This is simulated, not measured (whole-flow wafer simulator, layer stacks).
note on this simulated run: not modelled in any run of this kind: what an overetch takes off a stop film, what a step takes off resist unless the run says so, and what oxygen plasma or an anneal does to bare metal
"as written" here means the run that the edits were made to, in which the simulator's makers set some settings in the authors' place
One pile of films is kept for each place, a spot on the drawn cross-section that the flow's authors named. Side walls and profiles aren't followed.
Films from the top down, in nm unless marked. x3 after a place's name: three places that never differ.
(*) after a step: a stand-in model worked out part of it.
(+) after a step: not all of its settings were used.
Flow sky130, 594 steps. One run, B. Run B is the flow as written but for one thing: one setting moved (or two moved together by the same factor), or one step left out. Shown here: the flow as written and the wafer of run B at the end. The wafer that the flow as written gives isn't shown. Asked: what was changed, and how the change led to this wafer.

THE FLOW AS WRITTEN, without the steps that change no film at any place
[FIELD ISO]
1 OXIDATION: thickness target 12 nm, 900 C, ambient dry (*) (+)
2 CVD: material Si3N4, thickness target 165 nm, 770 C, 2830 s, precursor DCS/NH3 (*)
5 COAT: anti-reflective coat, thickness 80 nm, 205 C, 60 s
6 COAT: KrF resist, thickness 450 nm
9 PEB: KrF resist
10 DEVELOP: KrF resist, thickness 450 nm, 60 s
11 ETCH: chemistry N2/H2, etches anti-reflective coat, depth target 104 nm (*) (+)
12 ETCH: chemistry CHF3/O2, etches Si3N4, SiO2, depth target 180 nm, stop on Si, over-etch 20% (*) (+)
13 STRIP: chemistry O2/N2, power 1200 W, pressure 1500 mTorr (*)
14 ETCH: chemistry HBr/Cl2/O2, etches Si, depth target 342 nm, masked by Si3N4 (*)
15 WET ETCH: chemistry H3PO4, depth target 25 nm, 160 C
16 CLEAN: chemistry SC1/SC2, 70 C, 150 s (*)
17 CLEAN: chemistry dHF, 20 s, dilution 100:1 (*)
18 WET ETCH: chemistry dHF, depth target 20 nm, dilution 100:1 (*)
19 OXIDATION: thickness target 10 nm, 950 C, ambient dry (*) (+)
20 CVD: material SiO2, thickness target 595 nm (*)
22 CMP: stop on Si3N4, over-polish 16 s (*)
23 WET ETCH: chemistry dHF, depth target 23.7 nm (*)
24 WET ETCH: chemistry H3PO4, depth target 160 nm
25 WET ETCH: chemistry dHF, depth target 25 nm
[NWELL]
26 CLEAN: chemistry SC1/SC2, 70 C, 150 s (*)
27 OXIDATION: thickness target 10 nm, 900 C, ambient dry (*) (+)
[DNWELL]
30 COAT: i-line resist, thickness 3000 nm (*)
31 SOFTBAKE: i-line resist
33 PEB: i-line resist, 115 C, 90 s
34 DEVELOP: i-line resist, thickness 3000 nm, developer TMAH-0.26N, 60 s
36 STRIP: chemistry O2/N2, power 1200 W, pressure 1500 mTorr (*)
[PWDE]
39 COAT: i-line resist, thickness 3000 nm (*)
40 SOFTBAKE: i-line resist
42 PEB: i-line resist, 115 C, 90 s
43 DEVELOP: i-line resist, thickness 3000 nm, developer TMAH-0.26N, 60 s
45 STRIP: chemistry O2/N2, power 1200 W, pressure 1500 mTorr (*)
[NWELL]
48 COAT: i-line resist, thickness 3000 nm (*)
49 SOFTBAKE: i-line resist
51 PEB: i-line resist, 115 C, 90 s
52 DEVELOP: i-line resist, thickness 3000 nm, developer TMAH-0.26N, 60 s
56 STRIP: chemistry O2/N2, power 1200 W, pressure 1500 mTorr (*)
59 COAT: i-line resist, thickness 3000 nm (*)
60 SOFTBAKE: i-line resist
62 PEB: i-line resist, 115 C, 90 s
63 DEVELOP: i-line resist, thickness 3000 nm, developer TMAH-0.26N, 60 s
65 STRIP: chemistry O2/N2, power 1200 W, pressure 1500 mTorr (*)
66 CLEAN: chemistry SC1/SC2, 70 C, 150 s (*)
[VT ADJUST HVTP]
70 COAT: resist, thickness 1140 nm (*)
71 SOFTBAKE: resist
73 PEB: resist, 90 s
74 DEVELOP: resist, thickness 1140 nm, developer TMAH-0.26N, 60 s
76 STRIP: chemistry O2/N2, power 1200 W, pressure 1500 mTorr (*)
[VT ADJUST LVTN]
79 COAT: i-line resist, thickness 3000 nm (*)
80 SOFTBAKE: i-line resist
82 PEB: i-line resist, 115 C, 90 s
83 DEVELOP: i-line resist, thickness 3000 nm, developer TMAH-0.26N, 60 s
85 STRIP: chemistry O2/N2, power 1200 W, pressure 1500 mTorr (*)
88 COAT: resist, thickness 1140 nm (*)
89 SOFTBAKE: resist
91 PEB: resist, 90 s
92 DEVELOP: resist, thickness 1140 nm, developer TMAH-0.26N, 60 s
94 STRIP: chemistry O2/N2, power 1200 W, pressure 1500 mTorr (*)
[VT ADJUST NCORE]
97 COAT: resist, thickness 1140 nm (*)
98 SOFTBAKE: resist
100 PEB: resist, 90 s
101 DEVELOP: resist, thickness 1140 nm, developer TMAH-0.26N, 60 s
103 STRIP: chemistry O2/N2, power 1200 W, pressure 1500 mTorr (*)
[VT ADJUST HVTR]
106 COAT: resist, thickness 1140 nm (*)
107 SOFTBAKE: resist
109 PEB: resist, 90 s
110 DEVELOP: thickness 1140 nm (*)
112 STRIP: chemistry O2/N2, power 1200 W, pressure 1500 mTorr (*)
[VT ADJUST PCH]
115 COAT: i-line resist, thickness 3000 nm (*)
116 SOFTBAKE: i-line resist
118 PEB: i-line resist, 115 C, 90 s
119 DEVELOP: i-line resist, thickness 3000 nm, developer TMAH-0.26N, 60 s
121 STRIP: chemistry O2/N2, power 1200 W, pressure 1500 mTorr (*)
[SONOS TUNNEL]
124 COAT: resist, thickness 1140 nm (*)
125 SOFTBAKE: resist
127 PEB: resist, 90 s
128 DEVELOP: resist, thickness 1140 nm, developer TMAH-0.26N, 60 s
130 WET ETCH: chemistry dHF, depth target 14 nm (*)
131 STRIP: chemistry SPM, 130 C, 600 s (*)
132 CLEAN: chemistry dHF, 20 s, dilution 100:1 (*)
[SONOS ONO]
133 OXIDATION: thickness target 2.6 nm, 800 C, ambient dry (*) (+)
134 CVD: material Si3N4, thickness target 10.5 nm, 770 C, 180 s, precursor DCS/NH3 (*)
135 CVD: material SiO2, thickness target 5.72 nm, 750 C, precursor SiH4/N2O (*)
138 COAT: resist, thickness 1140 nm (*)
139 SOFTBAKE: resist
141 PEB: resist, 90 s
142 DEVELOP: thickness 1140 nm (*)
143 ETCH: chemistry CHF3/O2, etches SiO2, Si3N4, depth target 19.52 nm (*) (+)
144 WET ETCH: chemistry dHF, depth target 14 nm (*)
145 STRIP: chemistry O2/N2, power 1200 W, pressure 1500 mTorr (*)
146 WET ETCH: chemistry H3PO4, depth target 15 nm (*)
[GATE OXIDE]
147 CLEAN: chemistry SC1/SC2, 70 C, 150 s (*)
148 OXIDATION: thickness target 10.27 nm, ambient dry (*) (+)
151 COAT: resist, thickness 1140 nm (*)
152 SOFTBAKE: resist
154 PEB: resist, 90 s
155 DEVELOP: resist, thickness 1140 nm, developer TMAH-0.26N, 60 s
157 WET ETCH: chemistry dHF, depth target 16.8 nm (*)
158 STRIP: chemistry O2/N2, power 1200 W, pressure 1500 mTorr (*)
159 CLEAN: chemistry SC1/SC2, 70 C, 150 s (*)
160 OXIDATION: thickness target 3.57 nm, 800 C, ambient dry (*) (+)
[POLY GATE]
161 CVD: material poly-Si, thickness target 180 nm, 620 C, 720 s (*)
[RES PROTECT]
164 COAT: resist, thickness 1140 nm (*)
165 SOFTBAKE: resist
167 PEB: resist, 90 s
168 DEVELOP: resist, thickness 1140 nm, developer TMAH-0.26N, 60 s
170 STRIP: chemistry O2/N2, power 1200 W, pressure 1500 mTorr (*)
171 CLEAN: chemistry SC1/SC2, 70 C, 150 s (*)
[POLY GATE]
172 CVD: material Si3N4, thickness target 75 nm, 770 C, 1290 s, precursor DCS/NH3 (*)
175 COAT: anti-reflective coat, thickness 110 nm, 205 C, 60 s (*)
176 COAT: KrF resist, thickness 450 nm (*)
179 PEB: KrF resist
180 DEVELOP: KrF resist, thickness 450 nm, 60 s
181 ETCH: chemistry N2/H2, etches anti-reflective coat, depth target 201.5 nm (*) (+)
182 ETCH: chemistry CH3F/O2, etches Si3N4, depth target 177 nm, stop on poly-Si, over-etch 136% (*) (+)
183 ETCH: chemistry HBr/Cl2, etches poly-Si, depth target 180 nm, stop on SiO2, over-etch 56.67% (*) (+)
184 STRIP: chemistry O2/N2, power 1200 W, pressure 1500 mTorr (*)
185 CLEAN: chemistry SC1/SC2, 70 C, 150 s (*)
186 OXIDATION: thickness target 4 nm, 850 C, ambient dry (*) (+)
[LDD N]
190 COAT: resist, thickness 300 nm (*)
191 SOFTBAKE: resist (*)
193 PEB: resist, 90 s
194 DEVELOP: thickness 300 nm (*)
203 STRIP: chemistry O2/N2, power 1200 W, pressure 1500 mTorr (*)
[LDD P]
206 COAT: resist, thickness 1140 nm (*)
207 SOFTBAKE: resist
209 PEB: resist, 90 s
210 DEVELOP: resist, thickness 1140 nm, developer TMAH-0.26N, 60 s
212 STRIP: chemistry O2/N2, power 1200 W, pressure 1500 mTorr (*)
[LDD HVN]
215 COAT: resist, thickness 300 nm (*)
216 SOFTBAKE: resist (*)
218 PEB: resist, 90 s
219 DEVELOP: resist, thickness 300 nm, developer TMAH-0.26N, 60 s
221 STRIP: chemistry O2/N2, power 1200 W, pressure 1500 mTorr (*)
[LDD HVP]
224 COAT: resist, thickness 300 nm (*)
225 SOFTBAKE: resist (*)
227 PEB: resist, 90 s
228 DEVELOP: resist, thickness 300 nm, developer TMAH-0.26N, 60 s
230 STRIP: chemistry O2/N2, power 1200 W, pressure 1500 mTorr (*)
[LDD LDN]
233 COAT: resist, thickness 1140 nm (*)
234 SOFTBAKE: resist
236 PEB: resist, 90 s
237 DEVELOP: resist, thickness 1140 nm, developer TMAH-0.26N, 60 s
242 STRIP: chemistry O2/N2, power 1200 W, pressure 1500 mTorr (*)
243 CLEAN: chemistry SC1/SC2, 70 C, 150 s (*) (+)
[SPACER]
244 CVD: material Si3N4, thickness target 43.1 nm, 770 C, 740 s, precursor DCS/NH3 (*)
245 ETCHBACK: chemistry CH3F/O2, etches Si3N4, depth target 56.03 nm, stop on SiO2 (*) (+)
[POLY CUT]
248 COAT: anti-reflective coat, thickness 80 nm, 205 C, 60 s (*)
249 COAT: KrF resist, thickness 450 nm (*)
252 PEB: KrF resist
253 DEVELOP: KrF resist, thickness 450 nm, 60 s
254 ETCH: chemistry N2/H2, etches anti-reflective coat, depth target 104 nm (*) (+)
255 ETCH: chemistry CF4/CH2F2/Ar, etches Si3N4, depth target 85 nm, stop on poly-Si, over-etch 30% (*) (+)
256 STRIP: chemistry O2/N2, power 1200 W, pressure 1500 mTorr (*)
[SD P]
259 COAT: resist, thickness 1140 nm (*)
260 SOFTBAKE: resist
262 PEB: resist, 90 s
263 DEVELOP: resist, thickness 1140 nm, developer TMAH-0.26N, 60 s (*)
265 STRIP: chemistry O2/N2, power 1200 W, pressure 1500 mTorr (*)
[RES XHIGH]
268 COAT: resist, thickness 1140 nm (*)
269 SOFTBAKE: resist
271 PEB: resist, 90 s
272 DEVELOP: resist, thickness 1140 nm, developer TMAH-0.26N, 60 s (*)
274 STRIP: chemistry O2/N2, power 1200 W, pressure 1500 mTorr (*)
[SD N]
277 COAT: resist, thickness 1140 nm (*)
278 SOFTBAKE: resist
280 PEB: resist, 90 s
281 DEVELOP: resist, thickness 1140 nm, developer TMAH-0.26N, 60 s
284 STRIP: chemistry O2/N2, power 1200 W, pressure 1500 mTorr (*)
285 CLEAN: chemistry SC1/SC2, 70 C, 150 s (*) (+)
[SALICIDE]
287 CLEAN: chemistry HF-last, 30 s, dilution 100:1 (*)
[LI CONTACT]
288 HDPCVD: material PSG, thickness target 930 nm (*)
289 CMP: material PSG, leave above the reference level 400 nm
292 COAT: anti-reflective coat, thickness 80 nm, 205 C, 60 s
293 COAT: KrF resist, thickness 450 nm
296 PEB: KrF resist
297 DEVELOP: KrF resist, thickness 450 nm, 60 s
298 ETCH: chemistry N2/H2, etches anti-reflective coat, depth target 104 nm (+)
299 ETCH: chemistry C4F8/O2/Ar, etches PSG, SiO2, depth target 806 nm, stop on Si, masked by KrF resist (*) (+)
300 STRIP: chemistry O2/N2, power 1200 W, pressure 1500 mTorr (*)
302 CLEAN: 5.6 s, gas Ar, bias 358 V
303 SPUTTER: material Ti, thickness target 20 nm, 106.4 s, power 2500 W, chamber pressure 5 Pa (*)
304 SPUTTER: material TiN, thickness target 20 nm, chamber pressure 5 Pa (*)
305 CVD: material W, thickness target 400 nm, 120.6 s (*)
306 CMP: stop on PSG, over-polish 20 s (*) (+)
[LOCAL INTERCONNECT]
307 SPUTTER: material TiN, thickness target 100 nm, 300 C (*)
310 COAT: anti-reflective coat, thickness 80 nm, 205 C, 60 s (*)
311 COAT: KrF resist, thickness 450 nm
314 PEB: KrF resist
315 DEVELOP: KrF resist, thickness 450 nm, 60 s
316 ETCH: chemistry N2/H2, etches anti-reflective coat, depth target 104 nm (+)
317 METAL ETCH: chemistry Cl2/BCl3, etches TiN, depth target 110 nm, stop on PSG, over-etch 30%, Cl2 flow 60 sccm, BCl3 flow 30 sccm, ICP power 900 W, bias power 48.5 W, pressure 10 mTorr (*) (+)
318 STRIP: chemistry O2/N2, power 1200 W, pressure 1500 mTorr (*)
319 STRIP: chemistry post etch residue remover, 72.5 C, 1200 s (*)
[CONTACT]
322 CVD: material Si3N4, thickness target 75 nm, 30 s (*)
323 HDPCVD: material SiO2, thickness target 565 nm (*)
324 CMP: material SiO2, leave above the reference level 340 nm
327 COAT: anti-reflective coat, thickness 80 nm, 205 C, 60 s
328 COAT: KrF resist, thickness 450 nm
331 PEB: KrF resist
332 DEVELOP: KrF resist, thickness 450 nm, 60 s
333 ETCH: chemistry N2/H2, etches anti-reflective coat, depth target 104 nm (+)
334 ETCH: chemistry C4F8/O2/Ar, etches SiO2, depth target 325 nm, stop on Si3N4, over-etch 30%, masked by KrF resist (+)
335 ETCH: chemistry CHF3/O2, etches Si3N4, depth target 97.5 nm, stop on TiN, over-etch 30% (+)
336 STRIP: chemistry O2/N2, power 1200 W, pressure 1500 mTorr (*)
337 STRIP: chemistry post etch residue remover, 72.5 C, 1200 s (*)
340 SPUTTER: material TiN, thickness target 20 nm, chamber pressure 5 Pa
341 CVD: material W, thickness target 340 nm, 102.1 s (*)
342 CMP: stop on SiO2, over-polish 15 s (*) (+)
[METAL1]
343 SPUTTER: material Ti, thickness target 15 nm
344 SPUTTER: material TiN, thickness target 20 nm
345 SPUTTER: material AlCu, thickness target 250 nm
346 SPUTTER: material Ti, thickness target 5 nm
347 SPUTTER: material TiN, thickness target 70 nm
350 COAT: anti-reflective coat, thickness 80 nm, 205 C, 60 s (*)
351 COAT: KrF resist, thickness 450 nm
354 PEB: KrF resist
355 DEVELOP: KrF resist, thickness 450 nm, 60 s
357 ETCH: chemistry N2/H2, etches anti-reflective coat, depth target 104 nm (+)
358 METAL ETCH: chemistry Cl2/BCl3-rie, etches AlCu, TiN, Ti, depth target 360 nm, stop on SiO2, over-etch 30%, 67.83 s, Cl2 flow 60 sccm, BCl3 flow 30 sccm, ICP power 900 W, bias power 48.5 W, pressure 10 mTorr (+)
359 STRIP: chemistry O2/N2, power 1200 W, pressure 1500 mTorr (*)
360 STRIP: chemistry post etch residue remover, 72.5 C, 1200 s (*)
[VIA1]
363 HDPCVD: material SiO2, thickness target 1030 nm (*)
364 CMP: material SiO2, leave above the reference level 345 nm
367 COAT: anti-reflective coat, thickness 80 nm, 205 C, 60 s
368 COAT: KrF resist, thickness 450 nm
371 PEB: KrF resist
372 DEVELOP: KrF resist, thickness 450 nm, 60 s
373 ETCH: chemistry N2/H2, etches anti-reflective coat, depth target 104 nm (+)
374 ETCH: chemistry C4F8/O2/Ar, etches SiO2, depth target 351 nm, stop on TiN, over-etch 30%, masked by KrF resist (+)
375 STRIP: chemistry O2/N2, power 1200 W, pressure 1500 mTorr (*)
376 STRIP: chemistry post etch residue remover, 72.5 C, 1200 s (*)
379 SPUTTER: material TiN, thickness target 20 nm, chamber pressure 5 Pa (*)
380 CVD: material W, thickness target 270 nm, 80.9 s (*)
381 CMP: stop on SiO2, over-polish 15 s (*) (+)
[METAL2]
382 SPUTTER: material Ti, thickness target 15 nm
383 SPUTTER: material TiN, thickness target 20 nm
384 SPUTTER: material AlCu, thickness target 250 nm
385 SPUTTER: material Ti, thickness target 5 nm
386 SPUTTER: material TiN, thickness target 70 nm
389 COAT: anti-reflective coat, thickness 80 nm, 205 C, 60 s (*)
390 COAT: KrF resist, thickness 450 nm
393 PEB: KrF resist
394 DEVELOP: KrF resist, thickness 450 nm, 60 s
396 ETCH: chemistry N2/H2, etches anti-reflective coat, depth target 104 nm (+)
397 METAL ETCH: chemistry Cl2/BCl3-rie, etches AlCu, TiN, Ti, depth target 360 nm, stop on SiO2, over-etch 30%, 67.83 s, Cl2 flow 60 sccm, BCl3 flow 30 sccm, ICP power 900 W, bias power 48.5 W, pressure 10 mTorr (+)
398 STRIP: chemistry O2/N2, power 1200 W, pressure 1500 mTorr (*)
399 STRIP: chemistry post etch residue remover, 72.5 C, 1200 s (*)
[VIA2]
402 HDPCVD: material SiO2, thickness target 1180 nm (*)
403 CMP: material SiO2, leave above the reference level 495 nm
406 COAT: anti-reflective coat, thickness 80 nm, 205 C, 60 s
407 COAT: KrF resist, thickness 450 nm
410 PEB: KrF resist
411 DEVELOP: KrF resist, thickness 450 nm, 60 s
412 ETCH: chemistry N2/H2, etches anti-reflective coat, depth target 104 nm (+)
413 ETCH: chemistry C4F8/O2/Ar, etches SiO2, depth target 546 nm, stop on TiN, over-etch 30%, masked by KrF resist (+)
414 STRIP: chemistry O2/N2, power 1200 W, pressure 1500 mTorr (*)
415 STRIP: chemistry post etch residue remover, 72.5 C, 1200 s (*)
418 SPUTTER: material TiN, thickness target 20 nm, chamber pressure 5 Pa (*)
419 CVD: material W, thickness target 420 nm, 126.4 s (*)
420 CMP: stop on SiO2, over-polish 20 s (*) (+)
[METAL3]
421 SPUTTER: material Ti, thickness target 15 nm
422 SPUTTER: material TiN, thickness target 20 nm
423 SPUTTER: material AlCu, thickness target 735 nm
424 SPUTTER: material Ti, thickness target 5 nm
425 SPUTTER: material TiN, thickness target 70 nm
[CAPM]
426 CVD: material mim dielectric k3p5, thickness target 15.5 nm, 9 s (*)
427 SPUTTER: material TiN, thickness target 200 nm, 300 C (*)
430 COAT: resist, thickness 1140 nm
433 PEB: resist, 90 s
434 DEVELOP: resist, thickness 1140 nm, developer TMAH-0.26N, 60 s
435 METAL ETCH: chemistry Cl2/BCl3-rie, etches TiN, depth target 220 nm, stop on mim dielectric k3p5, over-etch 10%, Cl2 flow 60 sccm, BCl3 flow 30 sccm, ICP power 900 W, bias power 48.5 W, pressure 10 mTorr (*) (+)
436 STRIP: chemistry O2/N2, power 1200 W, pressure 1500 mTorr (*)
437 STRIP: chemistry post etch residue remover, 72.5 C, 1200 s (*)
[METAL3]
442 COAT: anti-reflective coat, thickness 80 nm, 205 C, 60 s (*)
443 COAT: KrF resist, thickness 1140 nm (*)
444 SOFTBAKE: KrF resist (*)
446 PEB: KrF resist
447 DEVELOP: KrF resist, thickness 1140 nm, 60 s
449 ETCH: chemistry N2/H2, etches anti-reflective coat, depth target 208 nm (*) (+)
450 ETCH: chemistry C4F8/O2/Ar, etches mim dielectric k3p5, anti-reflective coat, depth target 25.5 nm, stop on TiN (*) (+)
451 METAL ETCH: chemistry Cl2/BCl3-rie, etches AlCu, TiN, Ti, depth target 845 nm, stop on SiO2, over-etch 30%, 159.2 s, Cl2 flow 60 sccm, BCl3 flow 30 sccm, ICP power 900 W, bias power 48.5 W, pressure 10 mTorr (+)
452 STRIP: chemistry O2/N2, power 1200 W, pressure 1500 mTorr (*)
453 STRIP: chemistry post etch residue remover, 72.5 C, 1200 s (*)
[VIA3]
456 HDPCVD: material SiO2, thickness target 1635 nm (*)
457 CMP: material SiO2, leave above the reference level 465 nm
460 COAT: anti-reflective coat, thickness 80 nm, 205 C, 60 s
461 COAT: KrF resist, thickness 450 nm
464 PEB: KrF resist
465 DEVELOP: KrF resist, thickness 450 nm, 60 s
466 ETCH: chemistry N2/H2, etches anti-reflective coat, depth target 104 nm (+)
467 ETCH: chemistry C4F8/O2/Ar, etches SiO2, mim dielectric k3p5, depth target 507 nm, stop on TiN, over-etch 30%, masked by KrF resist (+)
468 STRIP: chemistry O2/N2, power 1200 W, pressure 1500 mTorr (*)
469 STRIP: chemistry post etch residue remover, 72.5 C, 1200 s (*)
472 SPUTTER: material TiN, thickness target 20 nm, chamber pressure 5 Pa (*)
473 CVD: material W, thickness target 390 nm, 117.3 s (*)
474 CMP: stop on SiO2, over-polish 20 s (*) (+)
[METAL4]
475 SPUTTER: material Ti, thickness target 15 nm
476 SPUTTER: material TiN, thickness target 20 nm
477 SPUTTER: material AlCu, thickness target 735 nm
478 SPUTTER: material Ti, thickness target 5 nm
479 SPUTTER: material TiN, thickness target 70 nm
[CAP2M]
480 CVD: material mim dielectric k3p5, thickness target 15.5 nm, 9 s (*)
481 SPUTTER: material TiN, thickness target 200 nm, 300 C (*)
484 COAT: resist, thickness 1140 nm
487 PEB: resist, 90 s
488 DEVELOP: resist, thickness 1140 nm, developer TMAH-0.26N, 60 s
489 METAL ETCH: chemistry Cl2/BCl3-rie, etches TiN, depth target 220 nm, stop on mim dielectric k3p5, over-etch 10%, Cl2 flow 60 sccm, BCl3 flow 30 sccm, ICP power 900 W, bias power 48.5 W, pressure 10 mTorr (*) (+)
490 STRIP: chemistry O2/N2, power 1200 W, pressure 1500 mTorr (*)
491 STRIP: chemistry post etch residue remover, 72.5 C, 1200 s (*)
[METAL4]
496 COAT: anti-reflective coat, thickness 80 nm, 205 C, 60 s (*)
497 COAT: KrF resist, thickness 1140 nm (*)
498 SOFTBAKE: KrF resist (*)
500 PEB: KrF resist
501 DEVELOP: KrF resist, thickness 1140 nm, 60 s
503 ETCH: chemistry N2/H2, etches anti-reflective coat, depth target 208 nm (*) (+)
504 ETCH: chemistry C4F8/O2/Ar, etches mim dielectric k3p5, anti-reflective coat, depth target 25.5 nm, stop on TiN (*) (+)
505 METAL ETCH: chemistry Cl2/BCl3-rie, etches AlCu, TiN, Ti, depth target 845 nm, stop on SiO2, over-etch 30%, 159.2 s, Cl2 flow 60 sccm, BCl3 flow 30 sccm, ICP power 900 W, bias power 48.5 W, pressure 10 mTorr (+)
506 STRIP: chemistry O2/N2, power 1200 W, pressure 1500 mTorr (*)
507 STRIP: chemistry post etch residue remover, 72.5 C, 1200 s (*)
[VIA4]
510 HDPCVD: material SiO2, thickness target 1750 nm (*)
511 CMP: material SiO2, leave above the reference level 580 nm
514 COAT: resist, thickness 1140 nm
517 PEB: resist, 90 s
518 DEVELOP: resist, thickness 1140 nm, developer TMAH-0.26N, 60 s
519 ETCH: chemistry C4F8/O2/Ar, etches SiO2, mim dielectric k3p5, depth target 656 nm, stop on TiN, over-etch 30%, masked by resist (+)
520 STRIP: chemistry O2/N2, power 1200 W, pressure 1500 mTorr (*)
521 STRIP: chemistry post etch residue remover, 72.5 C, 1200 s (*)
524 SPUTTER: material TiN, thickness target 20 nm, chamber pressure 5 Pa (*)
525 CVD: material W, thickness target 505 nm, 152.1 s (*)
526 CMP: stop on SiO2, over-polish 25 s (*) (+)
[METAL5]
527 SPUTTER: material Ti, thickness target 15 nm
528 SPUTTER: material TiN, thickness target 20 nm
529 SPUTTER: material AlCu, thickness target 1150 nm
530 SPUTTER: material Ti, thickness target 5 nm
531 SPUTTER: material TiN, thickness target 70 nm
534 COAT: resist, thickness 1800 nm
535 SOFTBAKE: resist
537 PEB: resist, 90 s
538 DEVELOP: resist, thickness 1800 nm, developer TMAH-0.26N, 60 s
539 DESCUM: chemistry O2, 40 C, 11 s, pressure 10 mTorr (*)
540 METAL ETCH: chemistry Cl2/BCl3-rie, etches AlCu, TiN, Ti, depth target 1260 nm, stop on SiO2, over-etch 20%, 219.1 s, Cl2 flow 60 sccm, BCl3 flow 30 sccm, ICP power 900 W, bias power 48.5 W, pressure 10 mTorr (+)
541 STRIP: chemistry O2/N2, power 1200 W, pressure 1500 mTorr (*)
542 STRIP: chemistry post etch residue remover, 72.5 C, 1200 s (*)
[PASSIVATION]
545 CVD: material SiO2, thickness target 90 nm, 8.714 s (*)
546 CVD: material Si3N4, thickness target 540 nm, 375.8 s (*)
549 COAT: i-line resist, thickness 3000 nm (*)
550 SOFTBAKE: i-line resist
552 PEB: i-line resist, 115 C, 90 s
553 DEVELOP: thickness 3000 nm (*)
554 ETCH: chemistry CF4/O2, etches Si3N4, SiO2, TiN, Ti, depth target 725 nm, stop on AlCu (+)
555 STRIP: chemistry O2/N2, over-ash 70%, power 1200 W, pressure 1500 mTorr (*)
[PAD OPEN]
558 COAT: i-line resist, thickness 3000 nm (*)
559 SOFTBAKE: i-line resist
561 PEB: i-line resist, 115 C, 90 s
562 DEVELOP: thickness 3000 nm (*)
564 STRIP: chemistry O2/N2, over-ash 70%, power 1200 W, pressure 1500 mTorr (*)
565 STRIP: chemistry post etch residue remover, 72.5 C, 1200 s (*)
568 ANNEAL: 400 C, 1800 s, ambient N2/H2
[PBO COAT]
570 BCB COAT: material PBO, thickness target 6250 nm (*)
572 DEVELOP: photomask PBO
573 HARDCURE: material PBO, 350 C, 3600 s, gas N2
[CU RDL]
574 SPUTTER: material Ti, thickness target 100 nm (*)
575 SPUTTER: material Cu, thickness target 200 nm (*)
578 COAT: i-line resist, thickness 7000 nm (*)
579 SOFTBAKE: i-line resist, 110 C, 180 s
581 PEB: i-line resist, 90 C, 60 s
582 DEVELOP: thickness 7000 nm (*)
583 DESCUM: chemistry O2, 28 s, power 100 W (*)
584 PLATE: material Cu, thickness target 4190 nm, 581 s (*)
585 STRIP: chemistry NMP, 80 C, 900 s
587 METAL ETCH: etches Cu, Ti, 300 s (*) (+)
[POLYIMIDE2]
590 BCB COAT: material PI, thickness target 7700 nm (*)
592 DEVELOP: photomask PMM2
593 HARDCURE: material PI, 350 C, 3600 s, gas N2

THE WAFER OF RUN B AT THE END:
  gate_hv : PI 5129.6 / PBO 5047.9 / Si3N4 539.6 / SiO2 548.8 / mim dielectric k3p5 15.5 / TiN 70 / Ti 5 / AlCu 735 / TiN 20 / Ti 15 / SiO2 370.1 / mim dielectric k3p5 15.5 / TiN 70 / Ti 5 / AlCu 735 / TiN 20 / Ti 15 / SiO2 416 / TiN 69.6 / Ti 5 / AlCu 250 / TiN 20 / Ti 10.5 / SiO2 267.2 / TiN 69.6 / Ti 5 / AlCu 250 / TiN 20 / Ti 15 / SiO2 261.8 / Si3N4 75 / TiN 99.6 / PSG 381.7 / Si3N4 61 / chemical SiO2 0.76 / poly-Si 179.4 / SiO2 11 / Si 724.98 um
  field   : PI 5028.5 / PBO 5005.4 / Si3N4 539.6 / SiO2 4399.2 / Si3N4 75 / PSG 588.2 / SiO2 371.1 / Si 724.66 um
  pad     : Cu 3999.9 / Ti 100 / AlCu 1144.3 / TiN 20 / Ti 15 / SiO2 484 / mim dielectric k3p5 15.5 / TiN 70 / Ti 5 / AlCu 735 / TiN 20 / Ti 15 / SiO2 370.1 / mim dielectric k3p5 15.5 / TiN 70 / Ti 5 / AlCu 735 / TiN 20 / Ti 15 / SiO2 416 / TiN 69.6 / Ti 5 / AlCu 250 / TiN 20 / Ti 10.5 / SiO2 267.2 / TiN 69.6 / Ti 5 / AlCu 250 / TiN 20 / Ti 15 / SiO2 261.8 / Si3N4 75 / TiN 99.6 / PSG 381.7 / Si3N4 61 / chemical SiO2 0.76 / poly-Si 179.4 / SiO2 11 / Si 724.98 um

The cause: step 382, SPUTTER: thickness target 10.5 nm was run, where the flow has thickness target 15 nm.
It can be read off the wafer: gate_hv has Ti 10.5, and step 382 as written asks for 15 nm.

How the change led to this, step by step:
  382 SPUTTER: material Ti, thickness target 15 nm
      field, active, n_well and 188 more: Ti +10.5 (new film) (as written it would be: Ti +15 (new film))
  397 METAL ETCH: chemistry Cl2/BCl3-rie, etches AlCu, TiN, Ti, depth target 360 nm, stop on SiO2, over-etch 30%, 67.83 s, Cl2 flow 60 sccm, BCl3 flow 30 sccm, ICP power 900 W, bias power 48.5 W, pressure 10 mTorr (+)
      field, active, gate and 82 more: TiN -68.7 (all of it), Ti -5 (all of it), AlCu -250 (all of it), TiN -20 (all of it), Ti -10.5 (all of it), SiO2 -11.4 (as written it would be: TiN -68.7 (all of it), Ti -5 (all of it), AlCu -250 (all of it), TiN -20 (all of it), Ti -15 (all of it), SiO2 -10.9)
